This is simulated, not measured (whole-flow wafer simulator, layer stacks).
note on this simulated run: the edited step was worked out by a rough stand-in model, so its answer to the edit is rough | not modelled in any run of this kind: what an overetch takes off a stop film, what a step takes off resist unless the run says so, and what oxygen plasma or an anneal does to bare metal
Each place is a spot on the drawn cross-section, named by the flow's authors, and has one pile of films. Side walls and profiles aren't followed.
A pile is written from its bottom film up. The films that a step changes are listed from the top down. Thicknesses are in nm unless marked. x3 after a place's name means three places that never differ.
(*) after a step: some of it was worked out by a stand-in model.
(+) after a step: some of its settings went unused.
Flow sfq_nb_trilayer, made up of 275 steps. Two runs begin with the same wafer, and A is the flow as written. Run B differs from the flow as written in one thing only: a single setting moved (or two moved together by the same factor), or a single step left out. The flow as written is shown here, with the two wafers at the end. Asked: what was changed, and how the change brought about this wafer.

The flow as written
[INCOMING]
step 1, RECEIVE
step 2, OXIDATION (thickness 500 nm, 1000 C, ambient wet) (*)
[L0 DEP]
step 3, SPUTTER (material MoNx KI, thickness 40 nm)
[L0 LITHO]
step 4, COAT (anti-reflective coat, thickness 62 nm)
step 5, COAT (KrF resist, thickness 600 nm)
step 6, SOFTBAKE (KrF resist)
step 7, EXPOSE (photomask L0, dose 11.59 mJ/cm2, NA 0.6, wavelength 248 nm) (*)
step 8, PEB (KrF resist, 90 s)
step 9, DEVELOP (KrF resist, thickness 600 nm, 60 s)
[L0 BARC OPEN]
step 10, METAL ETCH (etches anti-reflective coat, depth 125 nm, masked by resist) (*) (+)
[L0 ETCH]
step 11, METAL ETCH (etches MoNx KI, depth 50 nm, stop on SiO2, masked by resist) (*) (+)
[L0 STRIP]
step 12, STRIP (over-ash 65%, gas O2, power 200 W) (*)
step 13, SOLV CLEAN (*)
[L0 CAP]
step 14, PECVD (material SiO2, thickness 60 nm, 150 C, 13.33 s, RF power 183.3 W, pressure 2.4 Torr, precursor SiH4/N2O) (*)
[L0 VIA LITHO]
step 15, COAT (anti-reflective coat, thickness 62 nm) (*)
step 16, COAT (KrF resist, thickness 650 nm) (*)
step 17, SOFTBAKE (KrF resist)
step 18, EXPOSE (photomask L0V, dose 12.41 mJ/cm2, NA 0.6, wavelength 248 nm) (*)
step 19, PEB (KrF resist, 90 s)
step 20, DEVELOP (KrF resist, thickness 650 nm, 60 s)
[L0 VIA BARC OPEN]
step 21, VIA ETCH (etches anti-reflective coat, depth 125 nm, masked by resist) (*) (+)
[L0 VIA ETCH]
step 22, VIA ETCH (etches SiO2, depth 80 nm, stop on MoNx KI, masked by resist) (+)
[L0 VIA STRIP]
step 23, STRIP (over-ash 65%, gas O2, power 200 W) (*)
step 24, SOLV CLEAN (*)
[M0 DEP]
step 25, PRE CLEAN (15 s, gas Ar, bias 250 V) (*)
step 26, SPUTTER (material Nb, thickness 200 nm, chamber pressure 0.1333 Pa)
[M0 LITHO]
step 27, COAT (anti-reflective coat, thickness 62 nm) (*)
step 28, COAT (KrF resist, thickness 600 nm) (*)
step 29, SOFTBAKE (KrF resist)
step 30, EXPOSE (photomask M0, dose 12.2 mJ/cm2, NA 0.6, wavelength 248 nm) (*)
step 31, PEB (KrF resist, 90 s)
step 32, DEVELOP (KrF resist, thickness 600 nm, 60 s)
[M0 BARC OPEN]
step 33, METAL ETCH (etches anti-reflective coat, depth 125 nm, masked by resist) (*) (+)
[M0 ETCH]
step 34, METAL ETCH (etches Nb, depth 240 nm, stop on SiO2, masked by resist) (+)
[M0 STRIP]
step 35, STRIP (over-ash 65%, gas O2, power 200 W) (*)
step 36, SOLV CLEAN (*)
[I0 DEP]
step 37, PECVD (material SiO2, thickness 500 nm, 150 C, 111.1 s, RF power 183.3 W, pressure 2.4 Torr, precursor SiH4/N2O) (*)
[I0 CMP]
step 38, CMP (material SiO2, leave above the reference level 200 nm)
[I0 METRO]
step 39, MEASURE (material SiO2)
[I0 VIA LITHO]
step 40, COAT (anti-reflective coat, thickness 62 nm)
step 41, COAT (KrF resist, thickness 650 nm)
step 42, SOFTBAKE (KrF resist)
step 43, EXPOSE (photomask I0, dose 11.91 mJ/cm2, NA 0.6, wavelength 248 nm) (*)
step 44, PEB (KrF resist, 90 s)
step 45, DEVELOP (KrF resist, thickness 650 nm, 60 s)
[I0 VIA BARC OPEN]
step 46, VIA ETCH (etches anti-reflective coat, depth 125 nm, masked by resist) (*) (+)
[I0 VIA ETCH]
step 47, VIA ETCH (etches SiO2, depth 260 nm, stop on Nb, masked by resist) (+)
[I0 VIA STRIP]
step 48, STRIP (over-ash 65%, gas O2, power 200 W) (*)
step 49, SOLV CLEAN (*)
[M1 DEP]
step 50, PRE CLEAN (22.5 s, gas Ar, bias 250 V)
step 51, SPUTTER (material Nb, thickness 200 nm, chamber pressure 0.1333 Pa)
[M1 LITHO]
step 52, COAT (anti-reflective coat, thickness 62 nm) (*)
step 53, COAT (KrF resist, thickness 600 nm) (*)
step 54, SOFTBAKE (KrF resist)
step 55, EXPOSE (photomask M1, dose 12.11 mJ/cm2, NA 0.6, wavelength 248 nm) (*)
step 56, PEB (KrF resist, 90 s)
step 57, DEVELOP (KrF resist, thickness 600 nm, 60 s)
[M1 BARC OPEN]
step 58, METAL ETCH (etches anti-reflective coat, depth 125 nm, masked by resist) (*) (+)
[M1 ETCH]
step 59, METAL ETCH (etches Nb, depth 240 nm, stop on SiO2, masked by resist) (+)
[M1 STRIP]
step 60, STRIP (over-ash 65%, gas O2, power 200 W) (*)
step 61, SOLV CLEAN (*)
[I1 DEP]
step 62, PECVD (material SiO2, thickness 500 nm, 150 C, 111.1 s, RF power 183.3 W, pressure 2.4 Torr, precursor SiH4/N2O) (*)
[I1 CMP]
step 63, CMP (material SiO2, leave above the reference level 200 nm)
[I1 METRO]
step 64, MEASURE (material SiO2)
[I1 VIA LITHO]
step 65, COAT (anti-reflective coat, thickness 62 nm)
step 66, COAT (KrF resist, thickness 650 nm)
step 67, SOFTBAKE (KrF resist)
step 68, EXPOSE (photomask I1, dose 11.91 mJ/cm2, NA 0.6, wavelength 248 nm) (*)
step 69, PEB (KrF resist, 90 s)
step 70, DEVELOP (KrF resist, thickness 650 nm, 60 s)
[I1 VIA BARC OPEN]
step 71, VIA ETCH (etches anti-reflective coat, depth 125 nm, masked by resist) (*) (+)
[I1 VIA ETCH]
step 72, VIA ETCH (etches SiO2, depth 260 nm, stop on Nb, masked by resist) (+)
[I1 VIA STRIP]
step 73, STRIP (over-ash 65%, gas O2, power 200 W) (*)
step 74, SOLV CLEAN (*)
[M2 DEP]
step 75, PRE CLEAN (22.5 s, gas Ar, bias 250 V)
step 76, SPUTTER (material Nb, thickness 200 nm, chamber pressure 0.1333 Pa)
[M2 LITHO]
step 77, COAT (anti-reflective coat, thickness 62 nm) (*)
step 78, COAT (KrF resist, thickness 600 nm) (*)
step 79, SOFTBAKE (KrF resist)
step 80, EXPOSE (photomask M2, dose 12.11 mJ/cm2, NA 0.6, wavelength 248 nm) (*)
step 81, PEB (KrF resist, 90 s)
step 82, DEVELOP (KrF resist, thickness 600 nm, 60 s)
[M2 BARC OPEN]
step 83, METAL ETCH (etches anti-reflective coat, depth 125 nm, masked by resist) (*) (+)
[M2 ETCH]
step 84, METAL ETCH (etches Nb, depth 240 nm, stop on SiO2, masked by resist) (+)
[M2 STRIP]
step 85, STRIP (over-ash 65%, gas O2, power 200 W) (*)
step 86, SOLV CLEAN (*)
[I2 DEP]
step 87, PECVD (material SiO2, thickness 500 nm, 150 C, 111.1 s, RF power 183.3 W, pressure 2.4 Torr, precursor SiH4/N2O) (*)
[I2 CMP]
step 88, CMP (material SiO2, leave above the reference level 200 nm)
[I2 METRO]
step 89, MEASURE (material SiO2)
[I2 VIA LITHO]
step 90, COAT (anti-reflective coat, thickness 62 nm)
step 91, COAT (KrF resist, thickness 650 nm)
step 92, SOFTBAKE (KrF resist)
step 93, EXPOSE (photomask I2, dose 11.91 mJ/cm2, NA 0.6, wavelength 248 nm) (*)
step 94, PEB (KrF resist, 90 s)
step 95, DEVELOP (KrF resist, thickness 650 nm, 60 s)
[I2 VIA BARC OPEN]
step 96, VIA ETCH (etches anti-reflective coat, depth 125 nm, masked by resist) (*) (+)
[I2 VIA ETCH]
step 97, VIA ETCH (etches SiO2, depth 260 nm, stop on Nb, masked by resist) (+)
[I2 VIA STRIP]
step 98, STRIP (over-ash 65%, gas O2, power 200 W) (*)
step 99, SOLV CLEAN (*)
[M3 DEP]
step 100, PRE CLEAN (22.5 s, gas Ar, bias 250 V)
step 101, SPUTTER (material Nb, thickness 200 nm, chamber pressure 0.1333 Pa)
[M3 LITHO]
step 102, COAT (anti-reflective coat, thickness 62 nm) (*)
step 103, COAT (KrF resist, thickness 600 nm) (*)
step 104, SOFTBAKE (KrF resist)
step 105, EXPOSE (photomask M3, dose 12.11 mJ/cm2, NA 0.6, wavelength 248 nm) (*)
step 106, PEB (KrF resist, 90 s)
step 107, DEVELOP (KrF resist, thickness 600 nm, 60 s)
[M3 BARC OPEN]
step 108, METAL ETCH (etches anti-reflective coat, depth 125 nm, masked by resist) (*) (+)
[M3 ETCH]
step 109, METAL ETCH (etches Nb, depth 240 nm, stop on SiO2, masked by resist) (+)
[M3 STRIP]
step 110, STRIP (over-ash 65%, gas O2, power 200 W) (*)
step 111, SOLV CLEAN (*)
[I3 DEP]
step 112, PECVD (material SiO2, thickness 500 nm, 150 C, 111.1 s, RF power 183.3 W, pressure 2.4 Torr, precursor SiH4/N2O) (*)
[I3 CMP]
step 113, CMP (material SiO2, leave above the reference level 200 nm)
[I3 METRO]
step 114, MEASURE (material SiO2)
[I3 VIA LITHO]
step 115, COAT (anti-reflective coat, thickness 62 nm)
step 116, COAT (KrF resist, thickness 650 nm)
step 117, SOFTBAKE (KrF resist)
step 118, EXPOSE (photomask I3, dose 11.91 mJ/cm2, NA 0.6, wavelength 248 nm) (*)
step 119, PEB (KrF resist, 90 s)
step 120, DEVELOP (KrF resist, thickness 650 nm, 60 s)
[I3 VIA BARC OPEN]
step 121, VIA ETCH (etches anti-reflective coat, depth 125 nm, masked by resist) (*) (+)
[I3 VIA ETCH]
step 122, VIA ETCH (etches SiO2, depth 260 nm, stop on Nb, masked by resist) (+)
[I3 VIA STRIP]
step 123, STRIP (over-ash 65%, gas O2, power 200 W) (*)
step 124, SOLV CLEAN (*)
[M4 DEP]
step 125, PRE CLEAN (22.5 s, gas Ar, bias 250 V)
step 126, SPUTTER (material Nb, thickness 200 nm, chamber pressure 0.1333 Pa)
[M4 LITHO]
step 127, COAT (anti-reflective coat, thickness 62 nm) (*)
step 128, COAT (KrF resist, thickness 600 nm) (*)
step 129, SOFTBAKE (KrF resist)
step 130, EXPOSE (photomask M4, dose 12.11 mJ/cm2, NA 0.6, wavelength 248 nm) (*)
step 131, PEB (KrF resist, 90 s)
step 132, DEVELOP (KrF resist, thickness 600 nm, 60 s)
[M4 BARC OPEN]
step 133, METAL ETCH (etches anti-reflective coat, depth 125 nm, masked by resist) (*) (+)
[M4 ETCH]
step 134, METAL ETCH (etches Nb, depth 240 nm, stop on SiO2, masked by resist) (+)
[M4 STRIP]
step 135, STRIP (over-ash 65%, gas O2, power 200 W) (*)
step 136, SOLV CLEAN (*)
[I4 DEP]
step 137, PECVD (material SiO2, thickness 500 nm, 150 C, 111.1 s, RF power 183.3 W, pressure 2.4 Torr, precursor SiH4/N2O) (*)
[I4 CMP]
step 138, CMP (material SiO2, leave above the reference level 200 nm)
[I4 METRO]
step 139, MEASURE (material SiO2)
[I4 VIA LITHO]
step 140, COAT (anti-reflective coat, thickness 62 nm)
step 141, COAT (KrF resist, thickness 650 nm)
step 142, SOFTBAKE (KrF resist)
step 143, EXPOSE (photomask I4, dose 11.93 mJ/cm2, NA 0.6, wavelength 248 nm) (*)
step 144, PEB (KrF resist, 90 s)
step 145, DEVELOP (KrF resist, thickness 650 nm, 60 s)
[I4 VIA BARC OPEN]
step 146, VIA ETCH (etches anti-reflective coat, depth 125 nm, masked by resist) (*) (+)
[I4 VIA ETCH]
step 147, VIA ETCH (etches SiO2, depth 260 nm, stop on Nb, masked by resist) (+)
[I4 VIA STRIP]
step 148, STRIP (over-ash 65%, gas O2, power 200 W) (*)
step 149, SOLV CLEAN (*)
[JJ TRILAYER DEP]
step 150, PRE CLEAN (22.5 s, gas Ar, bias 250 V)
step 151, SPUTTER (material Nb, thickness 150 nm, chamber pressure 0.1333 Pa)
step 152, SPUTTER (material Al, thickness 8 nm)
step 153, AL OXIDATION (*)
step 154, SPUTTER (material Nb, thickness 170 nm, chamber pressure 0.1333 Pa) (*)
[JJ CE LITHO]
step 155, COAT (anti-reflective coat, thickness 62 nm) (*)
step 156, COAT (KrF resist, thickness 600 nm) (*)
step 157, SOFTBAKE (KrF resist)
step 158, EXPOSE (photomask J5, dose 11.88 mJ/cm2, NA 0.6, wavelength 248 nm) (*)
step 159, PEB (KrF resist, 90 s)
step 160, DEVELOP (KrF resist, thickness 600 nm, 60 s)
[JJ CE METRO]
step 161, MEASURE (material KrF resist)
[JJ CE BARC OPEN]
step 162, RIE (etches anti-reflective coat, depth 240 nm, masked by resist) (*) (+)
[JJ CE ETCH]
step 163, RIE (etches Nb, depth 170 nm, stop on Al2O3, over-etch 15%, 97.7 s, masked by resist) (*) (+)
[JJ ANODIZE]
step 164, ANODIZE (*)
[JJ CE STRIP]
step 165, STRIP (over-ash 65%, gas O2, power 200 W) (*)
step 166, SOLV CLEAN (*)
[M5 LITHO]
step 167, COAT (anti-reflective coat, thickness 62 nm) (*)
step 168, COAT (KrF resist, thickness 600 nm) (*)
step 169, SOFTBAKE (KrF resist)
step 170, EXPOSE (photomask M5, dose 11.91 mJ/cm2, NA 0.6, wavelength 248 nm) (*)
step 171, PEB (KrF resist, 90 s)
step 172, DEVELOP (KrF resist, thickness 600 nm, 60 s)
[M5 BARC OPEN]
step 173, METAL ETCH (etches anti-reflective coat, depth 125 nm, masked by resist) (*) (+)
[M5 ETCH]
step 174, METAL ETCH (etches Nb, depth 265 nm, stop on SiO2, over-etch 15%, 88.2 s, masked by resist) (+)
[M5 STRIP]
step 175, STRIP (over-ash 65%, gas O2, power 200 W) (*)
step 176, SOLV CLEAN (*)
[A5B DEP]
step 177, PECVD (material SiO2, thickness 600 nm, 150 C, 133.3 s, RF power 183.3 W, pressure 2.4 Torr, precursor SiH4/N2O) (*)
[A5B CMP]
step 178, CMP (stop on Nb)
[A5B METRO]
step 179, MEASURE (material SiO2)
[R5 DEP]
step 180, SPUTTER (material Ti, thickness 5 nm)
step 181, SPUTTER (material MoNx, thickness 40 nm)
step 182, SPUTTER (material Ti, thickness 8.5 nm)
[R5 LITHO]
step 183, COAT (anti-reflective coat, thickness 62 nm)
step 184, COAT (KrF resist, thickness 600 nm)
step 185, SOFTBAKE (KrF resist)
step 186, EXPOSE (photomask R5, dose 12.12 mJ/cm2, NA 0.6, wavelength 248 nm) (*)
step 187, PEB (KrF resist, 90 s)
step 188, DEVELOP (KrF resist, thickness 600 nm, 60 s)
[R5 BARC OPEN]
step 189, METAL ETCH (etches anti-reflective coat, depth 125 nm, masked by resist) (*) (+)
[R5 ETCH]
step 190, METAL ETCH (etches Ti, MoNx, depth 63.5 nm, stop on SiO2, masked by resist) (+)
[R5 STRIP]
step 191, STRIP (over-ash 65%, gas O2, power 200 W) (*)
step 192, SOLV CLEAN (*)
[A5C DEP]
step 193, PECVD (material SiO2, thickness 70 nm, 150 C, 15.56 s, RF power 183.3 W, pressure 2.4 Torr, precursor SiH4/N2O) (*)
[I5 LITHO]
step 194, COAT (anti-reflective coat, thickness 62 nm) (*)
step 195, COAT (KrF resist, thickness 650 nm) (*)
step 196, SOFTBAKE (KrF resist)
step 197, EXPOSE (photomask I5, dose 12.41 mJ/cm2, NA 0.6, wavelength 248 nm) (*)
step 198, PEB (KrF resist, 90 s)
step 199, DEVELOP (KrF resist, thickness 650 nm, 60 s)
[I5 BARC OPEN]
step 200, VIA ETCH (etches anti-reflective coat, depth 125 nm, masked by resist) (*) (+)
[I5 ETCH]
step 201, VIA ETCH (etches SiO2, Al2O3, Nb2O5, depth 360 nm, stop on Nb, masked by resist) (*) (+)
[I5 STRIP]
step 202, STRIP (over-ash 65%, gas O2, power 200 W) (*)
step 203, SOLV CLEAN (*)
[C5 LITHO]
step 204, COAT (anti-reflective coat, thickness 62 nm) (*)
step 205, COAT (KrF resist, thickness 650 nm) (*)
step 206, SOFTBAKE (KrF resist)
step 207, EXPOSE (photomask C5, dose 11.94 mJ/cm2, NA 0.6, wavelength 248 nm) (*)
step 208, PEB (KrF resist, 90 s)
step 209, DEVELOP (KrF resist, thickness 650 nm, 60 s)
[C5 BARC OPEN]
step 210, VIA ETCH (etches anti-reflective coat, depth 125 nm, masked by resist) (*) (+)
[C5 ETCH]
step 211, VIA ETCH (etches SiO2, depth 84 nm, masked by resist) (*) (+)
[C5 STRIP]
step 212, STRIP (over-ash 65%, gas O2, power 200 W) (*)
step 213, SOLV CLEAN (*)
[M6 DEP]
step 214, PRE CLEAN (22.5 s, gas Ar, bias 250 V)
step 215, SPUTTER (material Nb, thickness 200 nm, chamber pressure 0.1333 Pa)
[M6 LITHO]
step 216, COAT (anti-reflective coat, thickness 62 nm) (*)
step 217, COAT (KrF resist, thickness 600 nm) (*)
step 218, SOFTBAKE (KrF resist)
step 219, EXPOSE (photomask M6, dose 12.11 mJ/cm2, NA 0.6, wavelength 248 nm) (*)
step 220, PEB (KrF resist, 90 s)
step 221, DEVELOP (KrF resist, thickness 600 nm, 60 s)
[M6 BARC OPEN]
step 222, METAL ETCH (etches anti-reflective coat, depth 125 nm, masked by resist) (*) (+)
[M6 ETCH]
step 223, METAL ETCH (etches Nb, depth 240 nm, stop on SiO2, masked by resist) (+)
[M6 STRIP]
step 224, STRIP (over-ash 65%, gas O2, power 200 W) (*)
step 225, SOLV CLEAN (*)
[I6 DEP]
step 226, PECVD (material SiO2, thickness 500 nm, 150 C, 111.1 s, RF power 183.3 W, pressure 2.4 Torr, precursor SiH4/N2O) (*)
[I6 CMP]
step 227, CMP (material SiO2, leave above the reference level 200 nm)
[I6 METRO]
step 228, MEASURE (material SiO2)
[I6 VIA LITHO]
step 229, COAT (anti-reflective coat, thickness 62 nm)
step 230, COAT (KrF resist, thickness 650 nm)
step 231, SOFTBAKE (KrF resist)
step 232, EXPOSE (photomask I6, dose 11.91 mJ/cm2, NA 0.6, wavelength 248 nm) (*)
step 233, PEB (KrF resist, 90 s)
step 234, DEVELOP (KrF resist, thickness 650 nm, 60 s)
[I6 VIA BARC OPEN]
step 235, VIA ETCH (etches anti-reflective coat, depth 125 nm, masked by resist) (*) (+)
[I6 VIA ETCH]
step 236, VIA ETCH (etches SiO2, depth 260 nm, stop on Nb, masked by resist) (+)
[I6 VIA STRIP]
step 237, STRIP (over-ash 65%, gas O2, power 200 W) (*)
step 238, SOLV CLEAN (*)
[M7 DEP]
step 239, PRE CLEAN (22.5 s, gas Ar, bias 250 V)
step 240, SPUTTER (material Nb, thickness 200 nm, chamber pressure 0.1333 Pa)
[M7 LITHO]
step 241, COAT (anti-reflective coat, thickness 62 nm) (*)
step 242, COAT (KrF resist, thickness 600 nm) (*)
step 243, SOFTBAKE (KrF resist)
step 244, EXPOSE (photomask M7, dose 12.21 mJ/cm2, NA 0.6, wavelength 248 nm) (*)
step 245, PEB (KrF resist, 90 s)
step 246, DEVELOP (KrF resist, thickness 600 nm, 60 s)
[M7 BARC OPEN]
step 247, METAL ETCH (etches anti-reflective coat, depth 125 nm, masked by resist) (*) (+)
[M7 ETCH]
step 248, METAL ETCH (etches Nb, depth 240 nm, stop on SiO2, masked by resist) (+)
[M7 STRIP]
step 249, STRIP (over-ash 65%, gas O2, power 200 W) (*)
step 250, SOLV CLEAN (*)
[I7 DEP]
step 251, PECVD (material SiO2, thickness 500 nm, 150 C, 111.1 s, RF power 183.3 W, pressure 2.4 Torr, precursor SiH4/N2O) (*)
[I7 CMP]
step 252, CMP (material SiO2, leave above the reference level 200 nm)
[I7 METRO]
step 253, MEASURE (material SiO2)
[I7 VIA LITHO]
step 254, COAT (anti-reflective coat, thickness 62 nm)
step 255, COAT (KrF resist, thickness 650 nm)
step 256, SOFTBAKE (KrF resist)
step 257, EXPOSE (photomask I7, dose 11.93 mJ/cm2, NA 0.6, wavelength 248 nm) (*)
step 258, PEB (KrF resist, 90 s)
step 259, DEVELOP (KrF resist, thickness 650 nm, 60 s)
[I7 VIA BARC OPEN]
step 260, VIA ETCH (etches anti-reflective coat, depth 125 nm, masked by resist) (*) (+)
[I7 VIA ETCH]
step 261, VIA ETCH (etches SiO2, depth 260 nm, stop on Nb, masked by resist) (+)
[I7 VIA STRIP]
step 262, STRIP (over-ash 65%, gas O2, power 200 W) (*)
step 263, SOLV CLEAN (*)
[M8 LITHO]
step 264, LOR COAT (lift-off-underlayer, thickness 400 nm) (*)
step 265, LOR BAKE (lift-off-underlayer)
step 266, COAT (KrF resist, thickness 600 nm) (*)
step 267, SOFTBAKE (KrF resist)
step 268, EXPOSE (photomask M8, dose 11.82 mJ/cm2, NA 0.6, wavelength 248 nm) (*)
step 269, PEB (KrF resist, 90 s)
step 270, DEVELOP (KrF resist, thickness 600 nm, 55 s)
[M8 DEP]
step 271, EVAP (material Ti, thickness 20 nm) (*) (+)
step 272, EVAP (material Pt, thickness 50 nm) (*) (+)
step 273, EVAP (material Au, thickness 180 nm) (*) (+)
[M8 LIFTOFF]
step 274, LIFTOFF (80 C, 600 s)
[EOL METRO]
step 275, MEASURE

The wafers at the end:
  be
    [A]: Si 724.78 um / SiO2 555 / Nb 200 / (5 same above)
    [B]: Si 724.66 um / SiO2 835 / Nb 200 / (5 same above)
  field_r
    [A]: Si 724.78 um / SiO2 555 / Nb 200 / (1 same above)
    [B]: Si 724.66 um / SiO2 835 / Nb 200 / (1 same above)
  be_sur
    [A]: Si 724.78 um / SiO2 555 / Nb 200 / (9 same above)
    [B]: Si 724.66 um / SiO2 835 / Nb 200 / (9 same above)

What caused this: step 2, OXIDATION: thickness 780 nm was run, while the flow as written has thickness 500 nm.

The path from the change to this, step by step:
  step 2, OXIDATION (thickness 500 nm, 1000 C, ambient wet) (*)
      field_l, v_sur, via_wl and 103 more: A +500 SiO2 (new film), -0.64 chemical SiO2 (all of it), -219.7 Si | B +780 SiO2 (new film), -0.64 chemical SiO2 (all of it), -342.9 Si
